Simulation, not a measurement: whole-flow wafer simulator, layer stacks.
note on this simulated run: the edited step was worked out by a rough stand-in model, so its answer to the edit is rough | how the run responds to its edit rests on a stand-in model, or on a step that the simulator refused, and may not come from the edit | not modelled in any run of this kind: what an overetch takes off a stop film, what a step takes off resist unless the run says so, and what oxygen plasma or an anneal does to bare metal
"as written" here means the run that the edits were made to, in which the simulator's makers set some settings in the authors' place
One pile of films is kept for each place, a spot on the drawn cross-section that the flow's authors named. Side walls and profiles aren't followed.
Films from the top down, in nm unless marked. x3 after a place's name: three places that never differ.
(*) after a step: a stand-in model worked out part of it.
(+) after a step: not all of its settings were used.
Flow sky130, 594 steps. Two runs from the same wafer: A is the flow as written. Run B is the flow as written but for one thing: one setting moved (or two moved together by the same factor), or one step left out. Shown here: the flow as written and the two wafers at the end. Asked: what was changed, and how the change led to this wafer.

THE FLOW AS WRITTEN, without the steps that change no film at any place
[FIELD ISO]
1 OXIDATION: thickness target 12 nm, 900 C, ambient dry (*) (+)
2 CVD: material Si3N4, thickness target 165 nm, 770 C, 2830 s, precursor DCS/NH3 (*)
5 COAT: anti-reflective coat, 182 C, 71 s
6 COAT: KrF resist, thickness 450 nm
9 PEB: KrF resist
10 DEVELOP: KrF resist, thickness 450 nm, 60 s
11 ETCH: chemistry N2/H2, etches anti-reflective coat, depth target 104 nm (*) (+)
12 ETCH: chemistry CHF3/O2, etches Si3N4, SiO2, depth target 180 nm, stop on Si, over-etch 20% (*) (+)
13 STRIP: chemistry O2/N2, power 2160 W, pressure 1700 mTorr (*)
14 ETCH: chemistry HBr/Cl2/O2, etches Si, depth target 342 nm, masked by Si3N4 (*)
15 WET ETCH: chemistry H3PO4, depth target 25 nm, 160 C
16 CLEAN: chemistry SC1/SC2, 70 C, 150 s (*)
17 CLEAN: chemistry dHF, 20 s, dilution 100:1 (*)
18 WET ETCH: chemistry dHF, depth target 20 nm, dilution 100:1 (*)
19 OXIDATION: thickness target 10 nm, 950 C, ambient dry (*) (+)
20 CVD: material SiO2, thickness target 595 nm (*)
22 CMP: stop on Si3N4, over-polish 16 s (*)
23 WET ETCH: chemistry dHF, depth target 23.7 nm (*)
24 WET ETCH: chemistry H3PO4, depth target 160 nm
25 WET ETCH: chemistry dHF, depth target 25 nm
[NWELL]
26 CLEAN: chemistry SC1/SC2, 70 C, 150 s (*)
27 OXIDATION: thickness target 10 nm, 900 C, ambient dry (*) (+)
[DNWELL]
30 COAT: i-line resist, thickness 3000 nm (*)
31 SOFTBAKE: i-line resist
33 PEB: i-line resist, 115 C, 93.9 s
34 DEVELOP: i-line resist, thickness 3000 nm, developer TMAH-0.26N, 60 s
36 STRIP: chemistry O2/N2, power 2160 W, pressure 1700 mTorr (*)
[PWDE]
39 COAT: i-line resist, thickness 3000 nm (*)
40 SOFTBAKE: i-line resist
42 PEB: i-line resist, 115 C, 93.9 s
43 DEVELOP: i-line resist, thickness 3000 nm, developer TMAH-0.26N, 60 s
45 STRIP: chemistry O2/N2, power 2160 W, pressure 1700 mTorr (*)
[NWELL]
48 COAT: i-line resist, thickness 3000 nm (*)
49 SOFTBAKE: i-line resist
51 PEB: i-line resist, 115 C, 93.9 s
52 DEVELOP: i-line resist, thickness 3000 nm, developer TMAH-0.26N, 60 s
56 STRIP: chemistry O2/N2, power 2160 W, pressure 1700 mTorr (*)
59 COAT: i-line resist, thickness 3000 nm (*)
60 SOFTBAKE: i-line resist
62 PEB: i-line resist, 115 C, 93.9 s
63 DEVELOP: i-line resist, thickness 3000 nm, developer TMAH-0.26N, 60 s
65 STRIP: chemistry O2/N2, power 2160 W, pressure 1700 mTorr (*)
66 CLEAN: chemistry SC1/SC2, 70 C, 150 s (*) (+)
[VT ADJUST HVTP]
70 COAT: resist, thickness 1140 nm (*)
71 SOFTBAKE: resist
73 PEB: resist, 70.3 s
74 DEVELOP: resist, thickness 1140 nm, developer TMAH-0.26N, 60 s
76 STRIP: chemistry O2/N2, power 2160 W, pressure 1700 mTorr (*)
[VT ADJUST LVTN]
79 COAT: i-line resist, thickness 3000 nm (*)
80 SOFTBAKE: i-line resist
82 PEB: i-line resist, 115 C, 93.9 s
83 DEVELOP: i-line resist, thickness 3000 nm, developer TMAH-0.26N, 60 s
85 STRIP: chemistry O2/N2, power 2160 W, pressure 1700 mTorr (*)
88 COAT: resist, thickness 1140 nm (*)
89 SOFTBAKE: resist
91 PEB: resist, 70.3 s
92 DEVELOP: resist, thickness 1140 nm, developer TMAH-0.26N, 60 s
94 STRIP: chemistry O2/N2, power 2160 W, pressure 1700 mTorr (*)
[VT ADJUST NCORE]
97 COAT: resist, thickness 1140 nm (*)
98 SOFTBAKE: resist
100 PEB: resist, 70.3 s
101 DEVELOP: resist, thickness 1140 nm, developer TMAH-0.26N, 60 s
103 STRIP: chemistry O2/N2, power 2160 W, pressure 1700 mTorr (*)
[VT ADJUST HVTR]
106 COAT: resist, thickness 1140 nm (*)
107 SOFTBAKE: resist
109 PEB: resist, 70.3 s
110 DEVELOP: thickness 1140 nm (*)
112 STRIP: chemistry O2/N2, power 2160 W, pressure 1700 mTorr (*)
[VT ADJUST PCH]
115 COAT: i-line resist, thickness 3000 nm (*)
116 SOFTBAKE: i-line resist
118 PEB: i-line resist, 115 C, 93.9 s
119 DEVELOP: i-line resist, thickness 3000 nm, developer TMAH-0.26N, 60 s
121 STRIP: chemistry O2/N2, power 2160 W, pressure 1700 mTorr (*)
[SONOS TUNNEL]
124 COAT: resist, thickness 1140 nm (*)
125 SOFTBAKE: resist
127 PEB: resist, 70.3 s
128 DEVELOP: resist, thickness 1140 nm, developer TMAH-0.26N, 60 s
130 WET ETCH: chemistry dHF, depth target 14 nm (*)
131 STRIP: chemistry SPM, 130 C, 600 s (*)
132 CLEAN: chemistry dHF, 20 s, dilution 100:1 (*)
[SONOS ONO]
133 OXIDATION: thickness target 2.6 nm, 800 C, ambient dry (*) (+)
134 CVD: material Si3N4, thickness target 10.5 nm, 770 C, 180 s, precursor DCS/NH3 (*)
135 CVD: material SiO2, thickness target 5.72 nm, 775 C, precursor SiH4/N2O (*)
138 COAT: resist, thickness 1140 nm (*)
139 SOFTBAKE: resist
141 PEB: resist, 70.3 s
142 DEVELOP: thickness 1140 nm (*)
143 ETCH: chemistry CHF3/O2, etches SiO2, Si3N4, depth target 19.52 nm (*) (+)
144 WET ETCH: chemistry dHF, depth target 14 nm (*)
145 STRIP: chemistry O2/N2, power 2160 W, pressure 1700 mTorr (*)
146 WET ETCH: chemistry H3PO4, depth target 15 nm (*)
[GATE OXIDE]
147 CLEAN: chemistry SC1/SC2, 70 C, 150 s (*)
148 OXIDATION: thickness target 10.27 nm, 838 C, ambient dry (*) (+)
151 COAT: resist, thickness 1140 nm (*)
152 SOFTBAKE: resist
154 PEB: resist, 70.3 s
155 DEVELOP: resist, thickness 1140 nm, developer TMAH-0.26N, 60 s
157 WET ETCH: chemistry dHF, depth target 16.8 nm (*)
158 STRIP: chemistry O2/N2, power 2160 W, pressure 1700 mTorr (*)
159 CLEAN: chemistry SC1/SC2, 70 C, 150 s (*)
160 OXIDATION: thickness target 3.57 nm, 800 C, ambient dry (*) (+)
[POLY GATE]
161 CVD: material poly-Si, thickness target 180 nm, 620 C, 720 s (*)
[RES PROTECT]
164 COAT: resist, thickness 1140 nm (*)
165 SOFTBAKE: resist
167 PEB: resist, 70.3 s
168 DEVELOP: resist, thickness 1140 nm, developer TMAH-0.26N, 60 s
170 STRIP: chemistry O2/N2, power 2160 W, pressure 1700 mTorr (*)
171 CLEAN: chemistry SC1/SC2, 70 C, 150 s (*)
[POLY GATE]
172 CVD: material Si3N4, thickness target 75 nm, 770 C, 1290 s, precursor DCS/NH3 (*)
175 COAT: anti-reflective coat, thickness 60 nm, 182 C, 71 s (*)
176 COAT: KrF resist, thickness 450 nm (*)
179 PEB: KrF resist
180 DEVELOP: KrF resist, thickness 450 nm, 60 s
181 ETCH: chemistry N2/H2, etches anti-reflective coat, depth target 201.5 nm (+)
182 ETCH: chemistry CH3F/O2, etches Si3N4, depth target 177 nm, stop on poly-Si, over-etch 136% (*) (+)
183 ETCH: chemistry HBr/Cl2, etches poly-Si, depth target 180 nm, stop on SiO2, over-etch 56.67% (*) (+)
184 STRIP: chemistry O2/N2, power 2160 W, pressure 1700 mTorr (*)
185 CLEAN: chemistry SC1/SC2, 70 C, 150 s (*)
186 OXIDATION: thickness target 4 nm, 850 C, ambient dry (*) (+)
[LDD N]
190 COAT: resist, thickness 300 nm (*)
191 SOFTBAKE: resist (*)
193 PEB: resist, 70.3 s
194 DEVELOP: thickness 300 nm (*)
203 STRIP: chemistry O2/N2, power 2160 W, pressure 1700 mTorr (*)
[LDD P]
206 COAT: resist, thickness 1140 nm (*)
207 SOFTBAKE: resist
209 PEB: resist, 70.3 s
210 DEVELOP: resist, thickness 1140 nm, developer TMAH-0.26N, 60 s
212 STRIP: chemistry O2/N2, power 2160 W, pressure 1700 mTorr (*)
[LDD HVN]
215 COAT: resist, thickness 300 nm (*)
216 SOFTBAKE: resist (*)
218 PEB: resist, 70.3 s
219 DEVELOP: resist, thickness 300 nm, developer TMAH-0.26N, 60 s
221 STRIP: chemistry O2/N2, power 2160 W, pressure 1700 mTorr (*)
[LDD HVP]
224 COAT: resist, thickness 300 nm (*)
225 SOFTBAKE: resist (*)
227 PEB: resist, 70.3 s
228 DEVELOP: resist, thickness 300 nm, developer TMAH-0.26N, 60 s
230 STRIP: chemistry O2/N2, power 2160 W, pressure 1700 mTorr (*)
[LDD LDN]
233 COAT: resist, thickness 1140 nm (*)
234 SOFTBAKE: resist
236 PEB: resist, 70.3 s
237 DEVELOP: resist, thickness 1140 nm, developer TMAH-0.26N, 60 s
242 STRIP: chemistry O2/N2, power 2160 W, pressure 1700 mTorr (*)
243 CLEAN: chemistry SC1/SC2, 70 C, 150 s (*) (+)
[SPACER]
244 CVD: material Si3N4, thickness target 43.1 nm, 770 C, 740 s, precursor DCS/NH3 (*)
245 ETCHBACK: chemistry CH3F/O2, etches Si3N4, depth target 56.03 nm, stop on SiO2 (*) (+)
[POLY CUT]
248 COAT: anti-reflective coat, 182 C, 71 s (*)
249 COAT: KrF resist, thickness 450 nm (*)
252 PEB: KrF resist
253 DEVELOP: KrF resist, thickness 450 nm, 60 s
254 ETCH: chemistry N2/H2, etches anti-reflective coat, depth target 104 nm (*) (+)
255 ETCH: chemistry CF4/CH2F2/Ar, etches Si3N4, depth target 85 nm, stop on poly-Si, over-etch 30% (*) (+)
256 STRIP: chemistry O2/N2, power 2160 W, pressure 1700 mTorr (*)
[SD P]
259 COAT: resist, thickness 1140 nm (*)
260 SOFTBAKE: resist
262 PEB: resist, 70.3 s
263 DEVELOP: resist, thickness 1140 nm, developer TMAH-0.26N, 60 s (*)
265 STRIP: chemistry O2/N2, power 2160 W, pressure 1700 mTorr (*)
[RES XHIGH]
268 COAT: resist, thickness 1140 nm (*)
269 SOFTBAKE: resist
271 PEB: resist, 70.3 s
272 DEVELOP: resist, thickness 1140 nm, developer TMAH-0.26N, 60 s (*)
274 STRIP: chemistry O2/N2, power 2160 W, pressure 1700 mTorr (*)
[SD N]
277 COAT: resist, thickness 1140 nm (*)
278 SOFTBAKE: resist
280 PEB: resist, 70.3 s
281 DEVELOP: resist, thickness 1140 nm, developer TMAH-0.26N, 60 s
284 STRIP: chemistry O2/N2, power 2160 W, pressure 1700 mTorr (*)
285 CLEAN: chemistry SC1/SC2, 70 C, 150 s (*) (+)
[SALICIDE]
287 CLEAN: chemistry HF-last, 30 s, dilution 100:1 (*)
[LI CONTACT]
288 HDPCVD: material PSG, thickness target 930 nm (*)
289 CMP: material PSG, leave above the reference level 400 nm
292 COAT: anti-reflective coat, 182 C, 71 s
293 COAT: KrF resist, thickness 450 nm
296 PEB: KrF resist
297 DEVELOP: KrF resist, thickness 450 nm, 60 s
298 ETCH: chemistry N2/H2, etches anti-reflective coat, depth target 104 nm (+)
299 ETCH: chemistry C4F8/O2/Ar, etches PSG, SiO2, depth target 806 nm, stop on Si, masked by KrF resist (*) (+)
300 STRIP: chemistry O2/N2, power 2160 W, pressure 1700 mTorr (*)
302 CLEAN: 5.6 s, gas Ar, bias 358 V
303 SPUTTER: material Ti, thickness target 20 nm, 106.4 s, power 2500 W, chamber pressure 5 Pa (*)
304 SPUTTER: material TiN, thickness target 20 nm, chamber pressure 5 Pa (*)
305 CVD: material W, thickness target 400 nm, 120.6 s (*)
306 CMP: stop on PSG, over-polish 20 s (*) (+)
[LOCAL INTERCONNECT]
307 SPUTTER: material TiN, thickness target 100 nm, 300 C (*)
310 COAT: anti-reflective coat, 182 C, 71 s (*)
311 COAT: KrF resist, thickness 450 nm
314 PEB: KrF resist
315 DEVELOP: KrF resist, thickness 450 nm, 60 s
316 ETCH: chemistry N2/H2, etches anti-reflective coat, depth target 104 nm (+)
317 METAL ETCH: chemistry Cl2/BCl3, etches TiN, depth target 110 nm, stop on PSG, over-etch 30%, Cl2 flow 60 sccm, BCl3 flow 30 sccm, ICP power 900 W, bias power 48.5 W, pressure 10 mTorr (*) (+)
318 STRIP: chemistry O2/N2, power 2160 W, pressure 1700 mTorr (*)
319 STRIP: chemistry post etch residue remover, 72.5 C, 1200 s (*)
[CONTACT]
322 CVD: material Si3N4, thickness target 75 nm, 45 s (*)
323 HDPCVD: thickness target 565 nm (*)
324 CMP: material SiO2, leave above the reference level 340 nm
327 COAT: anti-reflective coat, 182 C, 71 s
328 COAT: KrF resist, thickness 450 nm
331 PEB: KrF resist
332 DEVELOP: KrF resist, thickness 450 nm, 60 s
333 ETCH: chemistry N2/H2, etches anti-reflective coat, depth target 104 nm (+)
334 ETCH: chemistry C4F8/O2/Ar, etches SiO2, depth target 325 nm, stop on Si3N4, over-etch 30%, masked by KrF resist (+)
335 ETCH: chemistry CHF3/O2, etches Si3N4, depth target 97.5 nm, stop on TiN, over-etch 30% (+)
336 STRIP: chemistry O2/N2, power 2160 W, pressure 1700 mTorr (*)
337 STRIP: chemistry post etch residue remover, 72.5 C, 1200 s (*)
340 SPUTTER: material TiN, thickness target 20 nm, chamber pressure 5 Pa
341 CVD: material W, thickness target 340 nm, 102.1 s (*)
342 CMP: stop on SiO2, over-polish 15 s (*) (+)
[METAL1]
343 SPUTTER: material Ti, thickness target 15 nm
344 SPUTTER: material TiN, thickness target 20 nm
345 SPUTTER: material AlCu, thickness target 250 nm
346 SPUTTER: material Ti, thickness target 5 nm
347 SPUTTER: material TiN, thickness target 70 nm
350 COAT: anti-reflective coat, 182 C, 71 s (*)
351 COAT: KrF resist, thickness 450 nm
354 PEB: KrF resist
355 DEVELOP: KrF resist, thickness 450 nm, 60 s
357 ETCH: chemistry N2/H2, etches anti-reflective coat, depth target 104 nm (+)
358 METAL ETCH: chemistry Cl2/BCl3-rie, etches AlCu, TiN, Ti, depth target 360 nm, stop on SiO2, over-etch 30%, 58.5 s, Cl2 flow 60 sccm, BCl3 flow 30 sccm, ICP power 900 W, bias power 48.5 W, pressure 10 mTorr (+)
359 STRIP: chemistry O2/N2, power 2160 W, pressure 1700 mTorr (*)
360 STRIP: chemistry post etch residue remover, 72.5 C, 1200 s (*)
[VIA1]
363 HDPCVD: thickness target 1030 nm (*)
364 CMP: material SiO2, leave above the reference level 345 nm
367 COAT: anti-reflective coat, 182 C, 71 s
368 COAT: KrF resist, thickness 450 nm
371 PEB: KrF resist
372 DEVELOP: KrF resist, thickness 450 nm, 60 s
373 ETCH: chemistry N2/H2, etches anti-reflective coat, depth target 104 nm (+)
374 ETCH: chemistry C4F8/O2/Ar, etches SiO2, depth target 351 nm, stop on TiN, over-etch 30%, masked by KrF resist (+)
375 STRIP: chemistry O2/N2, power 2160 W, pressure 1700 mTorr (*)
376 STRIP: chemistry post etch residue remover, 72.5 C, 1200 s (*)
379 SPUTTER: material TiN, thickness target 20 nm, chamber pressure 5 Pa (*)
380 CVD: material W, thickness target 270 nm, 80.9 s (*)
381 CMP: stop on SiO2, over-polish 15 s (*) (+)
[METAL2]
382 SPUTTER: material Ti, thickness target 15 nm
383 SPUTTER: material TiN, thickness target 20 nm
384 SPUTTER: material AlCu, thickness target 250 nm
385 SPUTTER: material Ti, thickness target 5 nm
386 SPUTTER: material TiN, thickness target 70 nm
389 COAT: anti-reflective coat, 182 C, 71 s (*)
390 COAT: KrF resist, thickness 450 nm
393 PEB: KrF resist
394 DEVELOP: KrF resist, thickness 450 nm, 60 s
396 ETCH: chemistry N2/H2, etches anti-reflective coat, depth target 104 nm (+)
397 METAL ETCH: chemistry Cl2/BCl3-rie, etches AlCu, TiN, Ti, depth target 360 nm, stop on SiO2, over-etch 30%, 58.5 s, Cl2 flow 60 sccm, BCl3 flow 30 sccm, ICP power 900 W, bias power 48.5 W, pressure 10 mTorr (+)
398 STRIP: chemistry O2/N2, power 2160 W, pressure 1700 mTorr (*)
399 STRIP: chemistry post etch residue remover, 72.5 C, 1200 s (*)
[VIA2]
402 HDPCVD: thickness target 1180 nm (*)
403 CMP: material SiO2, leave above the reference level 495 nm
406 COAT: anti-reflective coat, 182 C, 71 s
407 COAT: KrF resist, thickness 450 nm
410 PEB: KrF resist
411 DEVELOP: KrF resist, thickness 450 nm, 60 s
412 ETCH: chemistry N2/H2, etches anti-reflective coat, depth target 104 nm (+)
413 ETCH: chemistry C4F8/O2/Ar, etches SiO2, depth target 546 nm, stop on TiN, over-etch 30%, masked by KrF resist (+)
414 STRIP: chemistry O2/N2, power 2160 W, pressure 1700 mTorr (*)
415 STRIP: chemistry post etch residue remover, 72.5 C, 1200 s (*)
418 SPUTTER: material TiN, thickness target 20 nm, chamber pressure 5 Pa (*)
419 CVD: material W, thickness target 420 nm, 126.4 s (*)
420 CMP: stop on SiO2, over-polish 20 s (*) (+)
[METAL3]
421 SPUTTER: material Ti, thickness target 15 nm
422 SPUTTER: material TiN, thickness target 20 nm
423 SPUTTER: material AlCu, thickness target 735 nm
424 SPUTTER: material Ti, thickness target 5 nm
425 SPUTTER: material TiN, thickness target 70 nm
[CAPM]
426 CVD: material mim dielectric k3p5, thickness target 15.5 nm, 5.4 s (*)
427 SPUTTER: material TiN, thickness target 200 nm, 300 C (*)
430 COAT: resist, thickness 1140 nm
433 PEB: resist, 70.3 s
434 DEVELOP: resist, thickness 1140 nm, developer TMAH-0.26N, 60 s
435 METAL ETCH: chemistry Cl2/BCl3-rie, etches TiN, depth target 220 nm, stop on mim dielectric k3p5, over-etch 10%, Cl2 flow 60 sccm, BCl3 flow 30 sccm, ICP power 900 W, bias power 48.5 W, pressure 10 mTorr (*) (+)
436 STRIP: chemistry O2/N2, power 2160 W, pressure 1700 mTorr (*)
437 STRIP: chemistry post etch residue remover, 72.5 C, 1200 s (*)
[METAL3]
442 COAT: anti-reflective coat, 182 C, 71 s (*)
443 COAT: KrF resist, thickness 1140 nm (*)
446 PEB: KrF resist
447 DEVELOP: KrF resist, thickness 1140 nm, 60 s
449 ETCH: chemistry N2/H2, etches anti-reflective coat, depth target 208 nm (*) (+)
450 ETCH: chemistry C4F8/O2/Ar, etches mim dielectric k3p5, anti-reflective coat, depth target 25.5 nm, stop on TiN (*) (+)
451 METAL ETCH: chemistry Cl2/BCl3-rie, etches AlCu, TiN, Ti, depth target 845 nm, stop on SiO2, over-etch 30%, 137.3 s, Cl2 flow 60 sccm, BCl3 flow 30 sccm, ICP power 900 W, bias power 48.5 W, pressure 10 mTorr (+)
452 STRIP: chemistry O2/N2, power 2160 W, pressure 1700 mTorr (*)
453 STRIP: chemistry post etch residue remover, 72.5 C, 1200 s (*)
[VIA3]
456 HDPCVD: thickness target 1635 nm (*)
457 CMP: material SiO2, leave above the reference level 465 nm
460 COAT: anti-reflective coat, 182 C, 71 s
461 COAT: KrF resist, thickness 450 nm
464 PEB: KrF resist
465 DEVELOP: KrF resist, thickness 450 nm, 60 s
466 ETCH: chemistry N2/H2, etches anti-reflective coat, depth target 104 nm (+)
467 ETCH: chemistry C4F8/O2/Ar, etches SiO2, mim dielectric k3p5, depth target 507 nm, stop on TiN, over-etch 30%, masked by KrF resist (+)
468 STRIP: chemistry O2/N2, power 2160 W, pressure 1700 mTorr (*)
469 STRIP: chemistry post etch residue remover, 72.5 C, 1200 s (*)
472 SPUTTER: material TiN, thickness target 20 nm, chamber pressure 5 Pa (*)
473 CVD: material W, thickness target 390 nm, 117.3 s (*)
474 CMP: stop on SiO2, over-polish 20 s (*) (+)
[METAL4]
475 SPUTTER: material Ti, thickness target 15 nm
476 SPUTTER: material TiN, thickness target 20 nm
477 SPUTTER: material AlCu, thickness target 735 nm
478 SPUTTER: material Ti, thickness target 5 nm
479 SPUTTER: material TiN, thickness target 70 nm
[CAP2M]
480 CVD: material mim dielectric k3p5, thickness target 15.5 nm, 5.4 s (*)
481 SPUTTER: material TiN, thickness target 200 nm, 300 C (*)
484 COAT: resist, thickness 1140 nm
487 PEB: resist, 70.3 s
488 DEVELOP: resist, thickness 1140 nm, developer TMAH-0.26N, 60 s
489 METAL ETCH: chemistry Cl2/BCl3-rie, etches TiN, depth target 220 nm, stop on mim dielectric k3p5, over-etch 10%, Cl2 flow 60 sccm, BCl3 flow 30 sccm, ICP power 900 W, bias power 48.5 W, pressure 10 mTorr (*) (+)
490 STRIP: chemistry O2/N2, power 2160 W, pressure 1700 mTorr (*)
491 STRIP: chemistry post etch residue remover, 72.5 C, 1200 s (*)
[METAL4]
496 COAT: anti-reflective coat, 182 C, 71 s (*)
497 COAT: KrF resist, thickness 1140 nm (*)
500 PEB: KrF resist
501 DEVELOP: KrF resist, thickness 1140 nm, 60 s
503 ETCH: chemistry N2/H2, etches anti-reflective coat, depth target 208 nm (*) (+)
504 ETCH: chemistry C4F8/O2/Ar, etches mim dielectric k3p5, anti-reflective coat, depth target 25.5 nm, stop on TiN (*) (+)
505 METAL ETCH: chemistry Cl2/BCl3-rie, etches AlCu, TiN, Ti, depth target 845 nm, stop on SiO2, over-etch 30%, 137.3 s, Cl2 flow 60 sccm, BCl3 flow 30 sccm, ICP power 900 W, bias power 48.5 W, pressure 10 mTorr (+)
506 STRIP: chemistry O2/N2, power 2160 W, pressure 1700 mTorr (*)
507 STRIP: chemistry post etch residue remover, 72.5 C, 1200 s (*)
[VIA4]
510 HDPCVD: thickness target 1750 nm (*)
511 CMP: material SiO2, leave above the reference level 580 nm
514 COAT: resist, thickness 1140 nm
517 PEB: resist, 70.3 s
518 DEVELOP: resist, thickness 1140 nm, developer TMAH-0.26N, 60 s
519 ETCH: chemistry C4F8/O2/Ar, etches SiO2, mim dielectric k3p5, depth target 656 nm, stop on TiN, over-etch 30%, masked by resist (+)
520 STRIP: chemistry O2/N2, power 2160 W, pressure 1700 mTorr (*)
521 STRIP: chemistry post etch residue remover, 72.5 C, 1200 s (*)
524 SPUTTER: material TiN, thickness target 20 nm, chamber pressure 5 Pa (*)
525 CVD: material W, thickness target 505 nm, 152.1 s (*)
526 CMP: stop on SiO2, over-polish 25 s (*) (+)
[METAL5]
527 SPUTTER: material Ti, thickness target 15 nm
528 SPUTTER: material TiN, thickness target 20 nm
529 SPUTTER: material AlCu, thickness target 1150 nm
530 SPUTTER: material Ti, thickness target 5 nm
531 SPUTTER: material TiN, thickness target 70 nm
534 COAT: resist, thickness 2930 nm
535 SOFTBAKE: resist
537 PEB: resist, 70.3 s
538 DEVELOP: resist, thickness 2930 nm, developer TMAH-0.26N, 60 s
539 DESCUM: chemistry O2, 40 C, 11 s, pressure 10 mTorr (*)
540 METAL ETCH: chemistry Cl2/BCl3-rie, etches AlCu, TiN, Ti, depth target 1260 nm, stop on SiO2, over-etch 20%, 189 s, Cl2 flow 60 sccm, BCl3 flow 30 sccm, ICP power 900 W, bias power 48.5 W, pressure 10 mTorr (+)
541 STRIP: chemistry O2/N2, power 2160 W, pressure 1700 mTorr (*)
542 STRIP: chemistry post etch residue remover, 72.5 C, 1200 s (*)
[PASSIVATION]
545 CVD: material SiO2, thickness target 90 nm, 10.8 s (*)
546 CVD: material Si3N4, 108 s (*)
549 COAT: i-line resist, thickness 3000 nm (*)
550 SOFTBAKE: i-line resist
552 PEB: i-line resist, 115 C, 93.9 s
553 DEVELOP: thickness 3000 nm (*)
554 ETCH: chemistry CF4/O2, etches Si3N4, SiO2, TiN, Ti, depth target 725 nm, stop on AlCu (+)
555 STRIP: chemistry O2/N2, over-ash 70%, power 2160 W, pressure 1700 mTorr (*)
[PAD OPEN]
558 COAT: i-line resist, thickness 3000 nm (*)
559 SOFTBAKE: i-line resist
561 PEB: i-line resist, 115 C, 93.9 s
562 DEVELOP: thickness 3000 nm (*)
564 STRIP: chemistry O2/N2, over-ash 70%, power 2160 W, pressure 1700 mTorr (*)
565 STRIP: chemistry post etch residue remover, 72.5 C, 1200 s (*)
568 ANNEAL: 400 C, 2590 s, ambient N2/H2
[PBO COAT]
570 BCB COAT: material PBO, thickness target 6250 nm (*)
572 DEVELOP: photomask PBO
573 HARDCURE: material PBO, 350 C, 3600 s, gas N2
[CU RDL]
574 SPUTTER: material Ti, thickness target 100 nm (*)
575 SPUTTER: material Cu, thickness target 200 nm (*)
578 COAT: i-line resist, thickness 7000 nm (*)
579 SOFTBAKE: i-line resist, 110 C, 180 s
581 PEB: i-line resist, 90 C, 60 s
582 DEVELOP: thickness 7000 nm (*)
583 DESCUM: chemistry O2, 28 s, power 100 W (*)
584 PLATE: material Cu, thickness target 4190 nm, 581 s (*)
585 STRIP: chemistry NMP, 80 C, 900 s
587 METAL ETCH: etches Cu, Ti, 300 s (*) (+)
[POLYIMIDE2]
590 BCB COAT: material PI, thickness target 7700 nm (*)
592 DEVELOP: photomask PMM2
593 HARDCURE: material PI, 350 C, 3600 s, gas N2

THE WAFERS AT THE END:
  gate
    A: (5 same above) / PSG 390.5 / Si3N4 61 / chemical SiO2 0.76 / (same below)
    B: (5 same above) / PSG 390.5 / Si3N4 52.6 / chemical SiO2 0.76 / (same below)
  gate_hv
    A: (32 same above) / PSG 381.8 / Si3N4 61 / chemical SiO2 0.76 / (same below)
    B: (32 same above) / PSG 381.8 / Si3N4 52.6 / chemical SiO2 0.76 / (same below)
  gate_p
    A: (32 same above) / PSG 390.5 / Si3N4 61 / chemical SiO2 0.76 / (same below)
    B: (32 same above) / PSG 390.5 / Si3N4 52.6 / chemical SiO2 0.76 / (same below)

The cause: step 245, ETCHBACK: depth target 64.43 nm was run, where the flow has depth target 56.03 nm.

How the change led to this, step by step:
  245 ETCHBACK: chemistry CH3F/O2, etches Si3N4, depth target 56.03 nm, stop on SiO2 (*) (+)
      field, active, p_well and 101 more: A Si3N4 -43.1 (all of it), SiO2 -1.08 | B Si3N4 -43.1 (all of it), SiO2 -1.78
      n_well, gate, gate_hv and 74 more: A Si3N4 -56 | B Si3N4 -64.4
  248 COAT: anti-reflective coat, 182 C, 71 s (*)
      active: A anti-reflective coat +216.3 (new film) | B anti-reflective coat +209.5 (new film)
      gate_hv: A anti-reflective coat +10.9 (new film) | B anti-reflective coat +13.2 (new film)
      (and at 57 more places)
  249 COAT: KrF resist, thickness 450 nm (*)
      poly_dn: A KrF resist +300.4 (new film) | B KrF resist +307.7 (new film)
      gate_lvt_sd_len: A KrF resist +334.5 (new film) | B KrF resist +341.5 (new film)
      (and at 1 more place)
  254 ETCH: chemistry N2/H2, etches anti-reflective coat, depth target 104 nm (*) (+)
      rxpo_ln: A anti-reflective coat -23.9 (all of it), Si3N4 -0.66 | B anti-reflective coat -22.5 (all of it), Si3N4 -0.69
  255 ETCH: chemistry CF4/CH2F2/Ar, etches Si3N4, depth target 85 nm, stop on poly-Si, over-etch 30% (*) (+)
      field, active, n_well and 180 more: A KrF resist -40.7 | B KrF resist -35.3
      rpo_wd, rxpo_wd: A Si3N4 -61.6 (all of it), chemical SiO2 -0.75 (all of it) | B Si3N4 -53.2 (all of it), chemical SiO2 -0.75 (all of it)
      (and at 5 more places)
  256 STRIP: chemistry O2/N2, power 2160 W, pressure 1700 mTorr (*)
      active: A KrF resist -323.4 (all of it), anti-reflective coat -216.3 (all of it) | B KrF resist -331.8 (all of it), anti-reflective coat -209.5 (all of it)
      n_well: A KrF resist -262 (all of it), anti-reflective coat -3 (all of it) | B KrF resist -273.3 (all of it), anti-reflective coat -3 (all of it)
      (and at 96 more places)
  260 SOFTBAKE: resist
      de16_nw_fp: A resist -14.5 | B resist -13.9
      de16_gate_nw: A resist -16.1 | B resist -15.6
      (and at 1 more place)
  269 SOFTBAKE: resist
      de16_nw_fp: A resist -14.5 | B resist -13.9
      de16_gate_nw: A resist -16.1 | B resist -15.6
      (and at 1 more place)
  278 SOFTBAKE: resist
      de16_nw_fp: A resist -14.5 | B resist -13.9
      de16_gate_nw: A resist -16.1 | B resist -15.6
      (and at 1 more place)
  289 CMP: material PSG, leave above the reference level 400 nm
      mim, vpp_sp, vpp_ln and 30 more: A PSG -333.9 | B PSG -341.6
      active, p_well, sd_n and 19 more: A PSG -285.8 | B PSG -293.5
      (and at 51 more places)
  299 ETCH: chemistry C4F8/O2/Ar, etches PSG, SiO2, depth target 806 nm, stop on Si, masked by KrF resist (*) (+)
      contact, ndiff_licon, ndiff_licon_cpp: A PSG -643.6 (all of it), SiO2 -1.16 (all of it) | B PSG -635.9 (all of it), SiO2 -0.46 (all of it)
      poly_licon, rpo_hd_licon: A PSG -411.7 (all of it) | B PSG -403.3 (all of it)
  306 CMP: stop on PSG, over-polish 20 s (*) (+)
      poly_licon: A W -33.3 | B W -41.7
